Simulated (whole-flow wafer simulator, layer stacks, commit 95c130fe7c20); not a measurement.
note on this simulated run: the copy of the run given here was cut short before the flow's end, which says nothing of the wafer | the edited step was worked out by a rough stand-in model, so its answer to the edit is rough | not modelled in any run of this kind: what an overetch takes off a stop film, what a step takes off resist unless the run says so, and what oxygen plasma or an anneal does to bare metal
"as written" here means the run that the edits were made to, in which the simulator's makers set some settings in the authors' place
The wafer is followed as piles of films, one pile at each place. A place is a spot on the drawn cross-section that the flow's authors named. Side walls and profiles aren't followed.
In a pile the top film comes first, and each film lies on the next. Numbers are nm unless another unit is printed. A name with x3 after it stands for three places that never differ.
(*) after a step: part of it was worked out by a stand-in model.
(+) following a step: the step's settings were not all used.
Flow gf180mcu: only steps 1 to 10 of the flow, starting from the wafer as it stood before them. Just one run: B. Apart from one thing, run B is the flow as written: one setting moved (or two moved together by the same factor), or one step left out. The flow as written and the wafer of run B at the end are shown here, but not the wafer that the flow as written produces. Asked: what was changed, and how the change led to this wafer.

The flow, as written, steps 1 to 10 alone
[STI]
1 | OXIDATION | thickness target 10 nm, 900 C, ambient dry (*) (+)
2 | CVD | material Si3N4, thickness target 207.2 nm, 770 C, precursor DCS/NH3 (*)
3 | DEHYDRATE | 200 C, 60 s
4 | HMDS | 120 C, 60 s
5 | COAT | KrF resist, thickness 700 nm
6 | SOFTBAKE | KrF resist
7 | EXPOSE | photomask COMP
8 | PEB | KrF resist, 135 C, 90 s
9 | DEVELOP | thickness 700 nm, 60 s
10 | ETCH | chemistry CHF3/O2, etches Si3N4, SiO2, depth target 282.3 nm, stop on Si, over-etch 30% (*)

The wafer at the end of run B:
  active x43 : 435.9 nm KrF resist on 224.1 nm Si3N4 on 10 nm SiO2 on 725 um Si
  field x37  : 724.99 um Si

What caused this: step 2, CVD: thickness target 224.1 nm was run, while the flow as written has thickness target 207.2 nm.
One can read it off the wafer: active x43 has Si3N4 224.1, and step 2 as written asks for 207.2 nm.

How this came from the change, step by step:
  2 | CVD | material Si3N4, thickness target 207.2 nm, 770 C, precursor DCS/NH3 (*)
      field x37, active x43: Si3N4 gains 224.1 (new film) (it would be, as written: Si3N4 gains 207.2 (new film))
  10 | ETCH | chemistry CHF3/O2, etches Si3N4, SiO2, depth target 282.3 nm, stop on Si, over-etch 30% (*)
      field x37: Si3N4 loses 224.1 (all of it), SiO2 loses 10 (all of it), Si loses 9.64 (it would be, as written: Si3N4 loses 207.2 (all of it), SiO2 loses 10 (all of it), Si loses 13)
